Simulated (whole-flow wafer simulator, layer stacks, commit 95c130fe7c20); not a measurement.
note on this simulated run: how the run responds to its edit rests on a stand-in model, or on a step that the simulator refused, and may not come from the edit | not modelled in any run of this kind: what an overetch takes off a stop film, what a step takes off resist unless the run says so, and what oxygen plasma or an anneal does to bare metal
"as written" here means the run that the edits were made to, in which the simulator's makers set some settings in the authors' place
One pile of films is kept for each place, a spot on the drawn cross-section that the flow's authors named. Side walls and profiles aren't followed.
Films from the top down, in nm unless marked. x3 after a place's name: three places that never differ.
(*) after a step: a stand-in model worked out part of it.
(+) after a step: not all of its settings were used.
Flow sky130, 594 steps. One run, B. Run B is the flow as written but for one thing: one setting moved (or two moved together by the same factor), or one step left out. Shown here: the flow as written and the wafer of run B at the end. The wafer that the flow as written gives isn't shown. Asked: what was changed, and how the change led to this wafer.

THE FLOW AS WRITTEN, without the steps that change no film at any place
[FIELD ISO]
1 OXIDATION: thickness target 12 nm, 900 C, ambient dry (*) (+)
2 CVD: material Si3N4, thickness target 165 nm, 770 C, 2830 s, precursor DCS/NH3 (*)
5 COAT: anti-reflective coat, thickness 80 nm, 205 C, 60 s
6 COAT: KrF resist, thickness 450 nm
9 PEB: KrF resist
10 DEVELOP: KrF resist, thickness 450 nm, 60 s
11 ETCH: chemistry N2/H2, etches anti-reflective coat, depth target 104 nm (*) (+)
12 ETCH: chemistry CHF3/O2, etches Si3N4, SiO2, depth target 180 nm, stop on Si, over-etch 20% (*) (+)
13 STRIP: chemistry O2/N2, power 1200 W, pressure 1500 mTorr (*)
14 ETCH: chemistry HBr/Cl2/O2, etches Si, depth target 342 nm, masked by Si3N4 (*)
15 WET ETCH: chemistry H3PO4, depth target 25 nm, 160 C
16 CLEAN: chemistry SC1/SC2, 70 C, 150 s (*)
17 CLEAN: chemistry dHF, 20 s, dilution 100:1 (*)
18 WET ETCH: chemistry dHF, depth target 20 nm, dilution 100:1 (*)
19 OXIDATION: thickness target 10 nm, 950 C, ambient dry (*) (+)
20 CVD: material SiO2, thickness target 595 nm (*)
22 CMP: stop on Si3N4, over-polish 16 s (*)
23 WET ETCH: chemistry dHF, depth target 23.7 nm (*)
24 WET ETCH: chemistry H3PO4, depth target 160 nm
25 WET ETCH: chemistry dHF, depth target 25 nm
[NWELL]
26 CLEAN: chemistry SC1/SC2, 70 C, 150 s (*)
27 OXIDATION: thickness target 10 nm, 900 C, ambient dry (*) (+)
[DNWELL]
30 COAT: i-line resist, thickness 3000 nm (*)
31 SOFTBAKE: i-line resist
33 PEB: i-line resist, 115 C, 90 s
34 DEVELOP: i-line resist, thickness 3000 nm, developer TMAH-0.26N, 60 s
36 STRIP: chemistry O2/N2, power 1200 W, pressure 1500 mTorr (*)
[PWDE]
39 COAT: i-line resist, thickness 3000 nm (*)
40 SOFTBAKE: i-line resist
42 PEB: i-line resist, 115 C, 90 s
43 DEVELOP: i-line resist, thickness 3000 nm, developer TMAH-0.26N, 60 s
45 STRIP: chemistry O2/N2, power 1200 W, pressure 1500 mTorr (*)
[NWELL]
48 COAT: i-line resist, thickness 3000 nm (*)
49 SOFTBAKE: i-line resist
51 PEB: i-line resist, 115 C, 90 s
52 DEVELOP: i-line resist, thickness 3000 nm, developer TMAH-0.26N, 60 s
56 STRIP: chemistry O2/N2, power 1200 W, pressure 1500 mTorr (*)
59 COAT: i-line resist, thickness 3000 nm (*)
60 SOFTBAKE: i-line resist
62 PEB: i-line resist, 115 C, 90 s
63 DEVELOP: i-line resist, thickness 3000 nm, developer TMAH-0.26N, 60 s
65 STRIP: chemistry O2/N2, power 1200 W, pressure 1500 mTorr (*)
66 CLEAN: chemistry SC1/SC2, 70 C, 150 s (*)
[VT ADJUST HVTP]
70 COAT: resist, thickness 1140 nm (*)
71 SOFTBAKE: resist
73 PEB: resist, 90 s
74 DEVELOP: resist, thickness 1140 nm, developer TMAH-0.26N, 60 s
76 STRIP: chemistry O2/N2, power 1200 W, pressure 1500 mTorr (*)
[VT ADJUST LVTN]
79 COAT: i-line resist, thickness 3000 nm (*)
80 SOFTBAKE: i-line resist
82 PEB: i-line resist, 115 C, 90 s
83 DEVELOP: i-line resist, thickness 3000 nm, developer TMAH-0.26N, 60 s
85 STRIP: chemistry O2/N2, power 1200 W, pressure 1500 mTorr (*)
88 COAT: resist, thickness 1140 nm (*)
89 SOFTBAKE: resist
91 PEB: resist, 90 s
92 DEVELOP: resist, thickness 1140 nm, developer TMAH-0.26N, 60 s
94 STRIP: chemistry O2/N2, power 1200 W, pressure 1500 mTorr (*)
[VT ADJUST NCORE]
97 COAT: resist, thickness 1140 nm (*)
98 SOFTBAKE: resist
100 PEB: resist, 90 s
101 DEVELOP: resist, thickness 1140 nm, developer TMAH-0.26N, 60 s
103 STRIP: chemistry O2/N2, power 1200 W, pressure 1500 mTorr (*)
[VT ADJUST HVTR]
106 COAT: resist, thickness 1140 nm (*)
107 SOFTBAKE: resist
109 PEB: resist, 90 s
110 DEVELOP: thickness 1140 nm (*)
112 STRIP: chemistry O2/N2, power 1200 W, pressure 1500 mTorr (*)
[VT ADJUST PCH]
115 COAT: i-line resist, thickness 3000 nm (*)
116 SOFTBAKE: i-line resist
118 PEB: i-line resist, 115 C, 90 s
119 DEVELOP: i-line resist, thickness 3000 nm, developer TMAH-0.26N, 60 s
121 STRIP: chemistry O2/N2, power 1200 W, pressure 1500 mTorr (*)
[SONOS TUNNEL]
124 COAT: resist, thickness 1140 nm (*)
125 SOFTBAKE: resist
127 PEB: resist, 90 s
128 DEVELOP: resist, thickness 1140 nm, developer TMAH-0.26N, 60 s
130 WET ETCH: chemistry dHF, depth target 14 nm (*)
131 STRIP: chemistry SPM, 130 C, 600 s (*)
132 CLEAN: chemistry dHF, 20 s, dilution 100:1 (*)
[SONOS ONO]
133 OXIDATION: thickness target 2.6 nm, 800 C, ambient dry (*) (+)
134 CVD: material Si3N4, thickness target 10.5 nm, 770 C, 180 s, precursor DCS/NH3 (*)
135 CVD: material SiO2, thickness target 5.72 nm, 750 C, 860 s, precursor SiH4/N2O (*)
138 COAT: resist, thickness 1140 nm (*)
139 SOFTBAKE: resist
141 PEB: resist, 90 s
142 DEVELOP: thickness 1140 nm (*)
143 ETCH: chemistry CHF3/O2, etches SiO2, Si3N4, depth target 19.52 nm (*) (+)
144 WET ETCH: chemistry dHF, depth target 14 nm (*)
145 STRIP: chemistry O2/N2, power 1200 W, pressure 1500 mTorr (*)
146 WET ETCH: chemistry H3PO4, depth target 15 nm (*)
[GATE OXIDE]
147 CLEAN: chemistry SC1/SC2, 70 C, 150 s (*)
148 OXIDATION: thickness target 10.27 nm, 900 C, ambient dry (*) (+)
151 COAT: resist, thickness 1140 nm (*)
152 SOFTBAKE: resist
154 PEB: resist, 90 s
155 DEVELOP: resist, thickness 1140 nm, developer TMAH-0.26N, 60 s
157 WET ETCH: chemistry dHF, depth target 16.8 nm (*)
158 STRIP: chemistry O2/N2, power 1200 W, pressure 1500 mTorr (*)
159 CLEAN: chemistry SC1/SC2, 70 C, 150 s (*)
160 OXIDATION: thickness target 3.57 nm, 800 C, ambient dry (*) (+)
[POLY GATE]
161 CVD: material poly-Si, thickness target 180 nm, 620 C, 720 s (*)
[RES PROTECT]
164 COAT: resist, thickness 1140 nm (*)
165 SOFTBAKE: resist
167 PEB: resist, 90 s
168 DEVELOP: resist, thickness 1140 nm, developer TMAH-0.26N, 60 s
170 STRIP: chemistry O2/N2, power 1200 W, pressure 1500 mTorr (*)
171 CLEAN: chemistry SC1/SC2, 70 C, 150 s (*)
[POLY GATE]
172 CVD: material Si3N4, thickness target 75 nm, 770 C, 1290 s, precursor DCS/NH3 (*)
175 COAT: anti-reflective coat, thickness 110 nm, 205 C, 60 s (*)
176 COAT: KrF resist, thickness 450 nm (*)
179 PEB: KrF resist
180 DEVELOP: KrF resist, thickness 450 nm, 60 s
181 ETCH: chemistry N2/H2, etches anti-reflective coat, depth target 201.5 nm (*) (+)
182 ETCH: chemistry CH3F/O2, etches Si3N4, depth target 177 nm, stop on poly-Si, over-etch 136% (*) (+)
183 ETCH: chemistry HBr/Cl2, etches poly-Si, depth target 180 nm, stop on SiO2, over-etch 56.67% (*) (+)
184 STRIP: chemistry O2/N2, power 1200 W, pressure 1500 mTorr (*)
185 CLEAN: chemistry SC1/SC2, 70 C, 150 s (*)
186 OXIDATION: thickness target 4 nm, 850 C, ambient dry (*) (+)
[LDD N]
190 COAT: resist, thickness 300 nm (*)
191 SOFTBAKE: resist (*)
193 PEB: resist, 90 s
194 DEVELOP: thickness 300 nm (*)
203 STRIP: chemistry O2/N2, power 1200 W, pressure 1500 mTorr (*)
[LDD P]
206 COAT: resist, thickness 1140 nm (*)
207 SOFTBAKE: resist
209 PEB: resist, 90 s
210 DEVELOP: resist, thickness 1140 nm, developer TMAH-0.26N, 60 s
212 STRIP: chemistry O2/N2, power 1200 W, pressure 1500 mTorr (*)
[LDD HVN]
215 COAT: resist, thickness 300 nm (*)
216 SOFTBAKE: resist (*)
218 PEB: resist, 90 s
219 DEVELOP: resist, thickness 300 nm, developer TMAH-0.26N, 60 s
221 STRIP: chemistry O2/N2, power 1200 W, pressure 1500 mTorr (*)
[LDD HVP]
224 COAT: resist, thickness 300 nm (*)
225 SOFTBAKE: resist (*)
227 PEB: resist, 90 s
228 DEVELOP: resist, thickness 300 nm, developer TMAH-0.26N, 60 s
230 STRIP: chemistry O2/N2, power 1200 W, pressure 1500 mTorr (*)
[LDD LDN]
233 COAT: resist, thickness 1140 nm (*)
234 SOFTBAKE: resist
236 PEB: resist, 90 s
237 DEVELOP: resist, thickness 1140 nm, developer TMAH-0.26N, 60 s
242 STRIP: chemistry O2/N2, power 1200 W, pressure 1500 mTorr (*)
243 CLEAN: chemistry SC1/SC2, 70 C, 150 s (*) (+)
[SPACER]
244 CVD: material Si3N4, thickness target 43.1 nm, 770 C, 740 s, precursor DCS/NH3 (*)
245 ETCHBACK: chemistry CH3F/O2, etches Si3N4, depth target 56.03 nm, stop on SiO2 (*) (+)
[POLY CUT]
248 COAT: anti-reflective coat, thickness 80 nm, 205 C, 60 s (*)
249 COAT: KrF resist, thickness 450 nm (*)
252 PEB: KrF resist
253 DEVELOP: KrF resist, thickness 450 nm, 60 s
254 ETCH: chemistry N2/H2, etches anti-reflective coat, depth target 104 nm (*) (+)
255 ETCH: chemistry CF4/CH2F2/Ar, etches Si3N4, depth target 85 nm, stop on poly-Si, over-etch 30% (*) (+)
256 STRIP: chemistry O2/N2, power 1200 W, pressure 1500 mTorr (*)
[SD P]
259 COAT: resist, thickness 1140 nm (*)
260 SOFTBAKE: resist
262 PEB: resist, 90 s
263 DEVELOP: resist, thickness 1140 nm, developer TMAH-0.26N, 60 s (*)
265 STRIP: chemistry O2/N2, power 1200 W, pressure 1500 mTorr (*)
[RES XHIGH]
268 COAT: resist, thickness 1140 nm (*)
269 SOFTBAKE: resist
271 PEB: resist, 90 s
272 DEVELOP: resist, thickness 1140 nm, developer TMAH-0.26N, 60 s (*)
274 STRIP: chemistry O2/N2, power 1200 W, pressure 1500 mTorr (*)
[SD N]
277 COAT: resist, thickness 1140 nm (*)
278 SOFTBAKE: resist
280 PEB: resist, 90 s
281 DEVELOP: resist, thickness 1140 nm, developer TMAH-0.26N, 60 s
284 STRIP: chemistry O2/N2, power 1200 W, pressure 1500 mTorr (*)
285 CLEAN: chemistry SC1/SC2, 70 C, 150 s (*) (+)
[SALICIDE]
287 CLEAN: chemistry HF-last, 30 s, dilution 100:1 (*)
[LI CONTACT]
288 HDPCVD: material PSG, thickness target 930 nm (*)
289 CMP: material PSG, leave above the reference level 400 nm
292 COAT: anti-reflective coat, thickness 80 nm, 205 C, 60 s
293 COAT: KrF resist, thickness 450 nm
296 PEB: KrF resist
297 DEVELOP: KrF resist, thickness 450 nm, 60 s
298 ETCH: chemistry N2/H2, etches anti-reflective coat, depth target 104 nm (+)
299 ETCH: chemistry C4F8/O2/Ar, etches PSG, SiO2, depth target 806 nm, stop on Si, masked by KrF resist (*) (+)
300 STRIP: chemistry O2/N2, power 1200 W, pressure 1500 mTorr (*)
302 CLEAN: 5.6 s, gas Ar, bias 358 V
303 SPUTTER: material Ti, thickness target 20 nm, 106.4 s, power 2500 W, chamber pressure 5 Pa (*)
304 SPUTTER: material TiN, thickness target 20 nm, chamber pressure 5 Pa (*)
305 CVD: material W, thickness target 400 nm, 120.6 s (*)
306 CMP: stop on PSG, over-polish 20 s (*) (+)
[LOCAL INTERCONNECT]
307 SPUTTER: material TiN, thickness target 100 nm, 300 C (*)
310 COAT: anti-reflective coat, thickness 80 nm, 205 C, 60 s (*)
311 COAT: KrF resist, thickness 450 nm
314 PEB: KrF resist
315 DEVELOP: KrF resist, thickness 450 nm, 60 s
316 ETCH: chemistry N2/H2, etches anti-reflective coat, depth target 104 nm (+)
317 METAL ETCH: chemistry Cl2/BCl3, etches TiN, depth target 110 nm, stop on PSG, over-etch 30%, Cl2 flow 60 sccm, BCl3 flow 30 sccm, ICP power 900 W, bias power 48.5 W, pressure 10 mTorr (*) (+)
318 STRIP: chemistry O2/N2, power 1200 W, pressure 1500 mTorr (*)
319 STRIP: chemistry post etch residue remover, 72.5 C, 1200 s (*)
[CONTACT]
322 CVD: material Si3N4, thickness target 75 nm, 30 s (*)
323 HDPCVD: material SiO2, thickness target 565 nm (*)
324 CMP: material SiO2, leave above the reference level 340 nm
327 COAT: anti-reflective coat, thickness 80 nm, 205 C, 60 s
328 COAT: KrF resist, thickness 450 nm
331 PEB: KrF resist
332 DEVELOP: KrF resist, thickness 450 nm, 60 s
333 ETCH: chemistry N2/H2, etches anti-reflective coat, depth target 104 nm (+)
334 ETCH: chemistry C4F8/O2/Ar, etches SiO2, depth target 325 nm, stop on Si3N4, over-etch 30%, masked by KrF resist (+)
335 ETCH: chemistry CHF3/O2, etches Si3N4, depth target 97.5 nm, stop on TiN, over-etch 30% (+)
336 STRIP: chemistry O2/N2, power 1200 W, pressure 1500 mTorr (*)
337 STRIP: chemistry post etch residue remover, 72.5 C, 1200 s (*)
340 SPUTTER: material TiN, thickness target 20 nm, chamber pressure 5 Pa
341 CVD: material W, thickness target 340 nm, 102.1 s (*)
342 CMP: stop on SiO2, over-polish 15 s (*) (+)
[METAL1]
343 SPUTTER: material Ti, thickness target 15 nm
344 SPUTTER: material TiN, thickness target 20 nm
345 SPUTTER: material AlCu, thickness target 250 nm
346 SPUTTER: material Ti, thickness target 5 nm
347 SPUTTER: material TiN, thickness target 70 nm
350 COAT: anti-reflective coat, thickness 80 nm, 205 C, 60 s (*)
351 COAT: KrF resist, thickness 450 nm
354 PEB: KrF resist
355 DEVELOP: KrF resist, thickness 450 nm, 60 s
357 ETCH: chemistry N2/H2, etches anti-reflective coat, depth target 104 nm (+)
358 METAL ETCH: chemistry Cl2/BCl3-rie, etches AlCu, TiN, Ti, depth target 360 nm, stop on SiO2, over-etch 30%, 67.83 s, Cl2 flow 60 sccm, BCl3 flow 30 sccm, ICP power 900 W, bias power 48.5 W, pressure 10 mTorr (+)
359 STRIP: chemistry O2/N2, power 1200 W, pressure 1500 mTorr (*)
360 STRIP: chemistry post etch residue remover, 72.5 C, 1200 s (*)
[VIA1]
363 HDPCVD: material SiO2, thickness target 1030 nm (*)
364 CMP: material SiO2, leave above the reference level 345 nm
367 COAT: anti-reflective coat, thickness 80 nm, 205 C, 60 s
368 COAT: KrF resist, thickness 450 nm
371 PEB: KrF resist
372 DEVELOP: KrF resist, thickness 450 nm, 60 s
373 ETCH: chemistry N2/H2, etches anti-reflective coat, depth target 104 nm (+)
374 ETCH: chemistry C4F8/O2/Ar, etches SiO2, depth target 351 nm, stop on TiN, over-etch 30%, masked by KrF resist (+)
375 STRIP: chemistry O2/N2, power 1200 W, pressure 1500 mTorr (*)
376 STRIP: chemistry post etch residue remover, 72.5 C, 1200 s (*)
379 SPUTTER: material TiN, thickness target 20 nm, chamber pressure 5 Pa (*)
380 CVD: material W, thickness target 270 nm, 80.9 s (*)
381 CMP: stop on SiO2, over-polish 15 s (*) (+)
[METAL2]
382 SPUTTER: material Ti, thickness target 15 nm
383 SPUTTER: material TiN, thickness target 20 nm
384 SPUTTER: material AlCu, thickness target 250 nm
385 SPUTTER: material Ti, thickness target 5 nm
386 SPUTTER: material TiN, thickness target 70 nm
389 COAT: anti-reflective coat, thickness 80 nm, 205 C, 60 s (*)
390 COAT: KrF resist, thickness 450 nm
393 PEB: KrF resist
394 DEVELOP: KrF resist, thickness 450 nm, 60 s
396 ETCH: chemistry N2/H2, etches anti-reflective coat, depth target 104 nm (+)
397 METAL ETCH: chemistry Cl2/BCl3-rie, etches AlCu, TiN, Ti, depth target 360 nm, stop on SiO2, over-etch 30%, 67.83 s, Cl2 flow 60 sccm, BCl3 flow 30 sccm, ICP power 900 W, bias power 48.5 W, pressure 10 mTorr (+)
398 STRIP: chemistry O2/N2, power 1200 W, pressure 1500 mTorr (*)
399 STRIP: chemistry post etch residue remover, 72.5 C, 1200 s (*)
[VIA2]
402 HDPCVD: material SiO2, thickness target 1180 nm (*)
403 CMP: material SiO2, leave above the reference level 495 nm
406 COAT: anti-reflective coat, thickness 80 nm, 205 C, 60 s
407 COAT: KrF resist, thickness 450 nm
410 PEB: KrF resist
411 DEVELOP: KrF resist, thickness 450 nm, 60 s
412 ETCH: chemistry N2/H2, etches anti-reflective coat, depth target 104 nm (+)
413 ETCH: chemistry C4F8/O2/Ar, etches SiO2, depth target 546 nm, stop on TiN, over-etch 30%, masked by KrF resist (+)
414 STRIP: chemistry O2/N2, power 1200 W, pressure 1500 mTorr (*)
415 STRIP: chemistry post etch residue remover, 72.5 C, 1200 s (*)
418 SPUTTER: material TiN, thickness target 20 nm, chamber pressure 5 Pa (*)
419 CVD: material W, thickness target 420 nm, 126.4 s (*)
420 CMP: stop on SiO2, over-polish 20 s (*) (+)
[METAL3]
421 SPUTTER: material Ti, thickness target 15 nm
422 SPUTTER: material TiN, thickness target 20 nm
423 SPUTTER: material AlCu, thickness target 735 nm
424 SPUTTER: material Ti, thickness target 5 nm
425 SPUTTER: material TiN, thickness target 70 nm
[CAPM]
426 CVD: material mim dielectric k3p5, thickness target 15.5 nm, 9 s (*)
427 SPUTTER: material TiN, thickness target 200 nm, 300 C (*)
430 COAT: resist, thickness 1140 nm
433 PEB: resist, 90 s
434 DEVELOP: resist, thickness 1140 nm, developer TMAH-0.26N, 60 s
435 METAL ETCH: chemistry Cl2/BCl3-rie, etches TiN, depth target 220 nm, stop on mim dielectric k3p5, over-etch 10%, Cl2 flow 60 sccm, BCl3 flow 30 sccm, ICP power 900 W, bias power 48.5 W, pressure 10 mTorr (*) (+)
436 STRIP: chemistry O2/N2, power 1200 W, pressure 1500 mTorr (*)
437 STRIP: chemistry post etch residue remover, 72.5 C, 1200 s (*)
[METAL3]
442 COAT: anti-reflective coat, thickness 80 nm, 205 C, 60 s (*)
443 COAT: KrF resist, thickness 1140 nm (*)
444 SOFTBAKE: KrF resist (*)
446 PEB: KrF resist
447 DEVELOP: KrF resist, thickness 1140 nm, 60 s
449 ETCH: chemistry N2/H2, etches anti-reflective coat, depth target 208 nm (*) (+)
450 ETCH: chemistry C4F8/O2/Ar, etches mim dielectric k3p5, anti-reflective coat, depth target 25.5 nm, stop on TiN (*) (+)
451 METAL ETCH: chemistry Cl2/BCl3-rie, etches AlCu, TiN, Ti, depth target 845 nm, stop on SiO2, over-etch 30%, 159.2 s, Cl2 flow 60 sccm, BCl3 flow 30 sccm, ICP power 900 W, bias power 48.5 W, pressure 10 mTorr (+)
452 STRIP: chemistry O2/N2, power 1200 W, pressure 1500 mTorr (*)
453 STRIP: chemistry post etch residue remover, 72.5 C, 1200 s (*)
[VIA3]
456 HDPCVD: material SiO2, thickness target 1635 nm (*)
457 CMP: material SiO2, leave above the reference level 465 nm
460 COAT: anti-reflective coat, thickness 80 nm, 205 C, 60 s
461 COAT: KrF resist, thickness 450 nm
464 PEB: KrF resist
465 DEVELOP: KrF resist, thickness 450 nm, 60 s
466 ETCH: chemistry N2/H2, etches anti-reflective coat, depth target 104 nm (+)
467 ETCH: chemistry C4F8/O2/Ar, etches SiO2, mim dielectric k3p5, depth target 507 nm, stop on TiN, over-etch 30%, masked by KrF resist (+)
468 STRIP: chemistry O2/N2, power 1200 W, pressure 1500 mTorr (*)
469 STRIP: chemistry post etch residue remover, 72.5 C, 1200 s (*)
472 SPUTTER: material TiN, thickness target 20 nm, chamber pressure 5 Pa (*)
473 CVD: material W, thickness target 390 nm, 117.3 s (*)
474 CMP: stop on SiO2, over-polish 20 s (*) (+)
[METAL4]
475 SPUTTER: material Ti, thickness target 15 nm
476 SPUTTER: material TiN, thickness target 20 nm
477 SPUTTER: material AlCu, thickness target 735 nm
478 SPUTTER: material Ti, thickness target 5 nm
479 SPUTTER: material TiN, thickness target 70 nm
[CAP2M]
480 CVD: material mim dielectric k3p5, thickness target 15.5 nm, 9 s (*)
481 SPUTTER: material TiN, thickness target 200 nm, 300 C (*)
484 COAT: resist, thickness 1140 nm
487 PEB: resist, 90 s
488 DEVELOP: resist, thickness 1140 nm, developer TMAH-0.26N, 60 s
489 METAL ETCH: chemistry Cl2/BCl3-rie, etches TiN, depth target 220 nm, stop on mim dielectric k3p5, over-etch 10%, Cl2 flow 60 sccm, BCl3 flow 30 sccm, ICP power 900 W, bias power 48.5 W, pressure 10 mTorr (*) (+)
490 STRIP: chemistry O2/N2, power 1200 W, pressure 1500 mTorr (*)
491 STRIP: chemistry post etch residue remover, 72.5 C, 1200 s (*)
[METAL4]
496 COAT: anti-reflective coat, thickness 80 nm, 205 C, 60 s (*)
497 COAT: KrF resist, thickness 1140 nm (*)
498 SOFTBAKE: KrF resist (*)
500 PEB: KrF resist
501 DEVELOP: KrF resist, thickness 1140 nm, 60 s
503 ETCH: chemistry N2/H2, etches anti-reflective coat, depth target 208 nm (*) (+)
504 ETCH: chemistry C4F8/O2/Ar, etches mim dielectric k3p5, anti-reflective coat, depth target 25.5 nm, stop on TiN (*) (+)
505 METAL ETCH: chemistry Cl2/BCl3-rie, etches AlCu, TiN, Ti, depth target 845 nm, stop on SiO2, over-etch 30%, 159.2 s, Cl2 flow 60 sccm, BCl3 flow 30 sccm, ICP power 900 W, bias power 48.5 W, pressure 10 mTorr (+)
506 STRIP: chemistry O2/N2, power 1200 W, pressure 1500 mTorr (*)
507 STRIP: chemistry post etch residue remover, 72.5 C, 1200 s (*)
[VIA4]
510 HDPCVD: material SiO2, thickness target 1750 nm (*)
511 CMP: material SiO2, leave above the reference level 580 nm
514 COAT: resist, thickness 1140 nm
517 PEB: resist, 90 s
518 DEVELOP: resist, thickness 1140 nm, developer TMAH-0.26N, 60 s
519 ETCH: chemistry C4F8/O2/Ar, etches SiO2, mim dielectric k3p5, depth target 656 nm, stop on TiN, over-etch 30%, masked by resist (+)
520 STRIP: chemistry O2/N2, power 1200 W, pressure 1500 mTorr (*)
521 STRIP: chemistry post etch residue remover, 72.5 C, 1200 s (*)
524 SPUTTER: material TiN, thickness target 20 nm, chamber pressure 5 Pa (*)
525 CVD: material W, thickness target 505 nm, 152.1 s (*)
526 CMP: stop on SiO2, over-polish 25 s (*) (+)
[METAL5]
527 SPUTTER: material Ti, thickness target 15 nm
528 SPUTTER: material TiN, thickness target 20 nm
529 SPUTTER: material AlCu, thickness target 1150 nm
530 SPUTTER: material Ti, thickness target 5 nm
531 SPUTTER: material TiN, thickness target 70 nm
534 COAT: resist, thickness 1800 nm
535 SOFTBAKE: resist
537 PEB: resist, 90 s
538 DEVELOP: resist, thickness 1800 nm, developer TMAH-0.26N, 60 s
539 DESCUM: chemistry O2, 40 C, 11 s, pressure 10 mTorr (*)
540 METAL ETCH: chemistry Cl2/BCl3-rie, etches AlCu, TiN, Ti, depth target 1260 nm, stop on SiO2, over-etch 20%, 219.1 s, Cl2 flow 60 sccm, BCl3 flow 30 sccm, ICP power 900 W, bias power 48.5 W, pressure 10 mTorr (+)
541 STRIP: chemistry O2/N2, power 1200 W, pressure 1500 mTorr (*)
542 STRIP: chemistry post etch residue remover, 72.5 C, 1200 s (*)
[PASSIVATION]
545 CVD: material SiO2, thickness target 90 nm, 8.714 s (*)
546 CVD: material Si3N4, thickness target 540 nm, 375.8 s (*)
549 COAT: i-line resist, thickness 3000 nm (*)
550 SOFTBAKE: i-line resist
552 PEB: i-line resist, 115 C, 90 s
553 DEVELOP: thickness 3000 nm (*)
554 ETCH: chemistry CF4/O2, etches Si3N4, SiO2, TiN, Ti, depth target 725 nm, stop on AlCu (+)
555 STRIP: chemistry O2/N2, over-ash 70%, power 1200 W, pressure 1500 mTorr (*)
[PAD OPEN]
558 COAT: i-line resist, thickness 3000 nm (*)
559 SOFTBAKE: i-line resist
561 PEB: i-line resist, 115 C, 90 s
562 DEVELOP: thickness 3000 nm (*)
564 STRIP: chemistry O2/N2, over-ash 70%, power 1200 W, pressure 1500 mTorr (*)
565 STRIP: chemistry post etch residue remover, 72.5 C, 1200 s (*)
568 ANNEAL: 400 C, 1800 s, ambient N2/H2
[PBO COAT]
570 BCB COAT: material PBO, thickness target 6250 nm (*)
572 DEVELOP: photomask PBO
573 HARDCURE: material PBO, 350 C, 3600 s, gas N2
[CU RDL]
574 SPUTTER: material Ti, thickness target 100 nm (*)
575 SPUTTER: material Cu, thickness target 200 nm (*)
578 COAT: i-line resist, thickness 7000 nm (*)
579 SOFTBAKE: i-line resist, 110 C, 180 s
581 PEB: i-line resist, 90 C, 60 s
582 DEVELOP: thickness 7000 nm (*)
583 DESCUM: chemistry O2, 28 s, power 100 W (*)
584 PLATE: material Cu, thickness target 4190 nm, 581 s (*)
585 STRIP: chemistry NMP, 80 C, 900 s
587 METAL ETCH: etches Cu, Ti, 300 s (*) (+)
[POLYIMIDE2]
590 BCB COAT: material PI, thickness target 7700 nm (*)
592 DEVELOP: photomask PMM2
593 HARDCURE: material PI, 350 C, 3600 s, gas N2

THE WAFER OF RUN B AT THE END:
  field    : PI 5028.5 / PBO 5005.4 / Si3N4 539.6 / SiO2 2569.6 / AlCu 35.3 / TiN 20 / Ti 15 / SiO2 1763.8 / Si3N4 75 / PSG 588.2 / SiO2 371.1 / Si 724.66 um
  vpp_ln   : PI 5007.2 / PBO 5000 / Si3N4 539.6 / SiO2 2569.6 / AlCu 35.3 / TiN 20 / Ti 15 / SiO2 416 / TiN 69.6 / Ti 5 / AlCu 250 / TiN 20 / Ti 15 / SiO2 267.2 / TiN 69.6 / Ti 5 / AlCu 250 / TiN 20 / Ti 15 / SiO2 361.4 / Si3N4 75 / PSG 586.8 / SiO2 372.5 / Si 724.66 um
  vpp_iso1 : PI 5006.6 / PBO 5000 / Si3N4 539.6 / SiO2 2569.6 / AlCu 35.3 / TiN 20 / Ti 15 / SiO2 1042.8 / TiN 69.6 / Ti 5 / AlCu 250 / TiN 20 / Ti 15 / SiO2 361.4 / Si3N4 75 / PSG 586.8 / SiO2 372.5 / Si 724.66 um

The cause: step 451, METAL ETCH: depth target 591.5 nm was run, where the flow has depth target 845 nm.

How the change led to this, step by step:
  451 METAL ETCH: chemistry Cl2/BCl3-rie, etches AlCu, TiN, Ti, depth target 845 nm, stop on SiO2, over-etch 30%, 159.2 s, Cl2 flow 60 sccm, BCl3 flow 30 sccm, ICP power 900 W, bias power 48.5 W, pressure 10 mTorr (+)
      field, active, gate and 69 more: TiN -70 (all of it), Ti -5 (all of it), AlCu -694 (as written it would be: TiN -70 (all of it), Ti -5 (all of it), AlCu -735 (all of it), TiN -20 (all of it), Ti -15 (all of it), SiO2 -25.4)
      vpp_ln, vpp_iso2, ndiff_ln and 10 more: TiN -70 (all of it), Ti -5 (all of it), AlCu -694 (as written it would be: TiN -70 (all of it), Ti -5 (all of it), AlCu -735 (all of it), TiN -20 (all of it), Ti -15 (all of it), SiO2 -25.3)
      (and at 107 more places)
  452 STRIP: chemistry O2/N2, power 1200 W, pressure 1500 mTorr (*)
      n_well, p_well, gate_hv and 80 more: KrF resist -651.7 (all of it), anti-reflective coat -80 (all of it) (as written it would be: KrF resist -486.9 (all of it), anti-reflective coat -80 (all of it))
      m1, via2_hole: KrF resist -651.8 (all of it), anti-reflective coat -80.5 (all of it) (as written it would be: KrF resist -487 (all of it), anti-reflective coat -80.5 (all of it))
      (and at 22 more places)
  453 STRIP: chemistry post etch residue remover, 72.5 C, 1200 s (*)
      field, active, gate and 82 more: AlCu -5.72 (as written it would be: nothing)
  456 HDPCVD: material SiO2, thickness target 1635 nm (*)
      field, active, gate and 82 more: SiO2 +1635 (new film) (as written it would be: SiO2 +1635)
  457 CMP: material SiO2, leave above the reference level 465 nm
      field, active, gate and 82 more: SiO2 -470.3 (as written it would be: SiO2 -374.7)
Counting metal films that touch as one body, field has 1 body; the flow as written gives 0 bodies.
Counting metal films that touch as one body, vpp_ln has 3 bodies (between them, from the top down: SiO2 416; SiO2 267.2); the flow as written gives 2 bodies (between them, from the top down: SiO2 267.2).
Counting metal films that touch as one body, vpp_iso1 has 2 bodies (between them, from the top down: SiO2 1042.8); the flow as written gives 1 body.
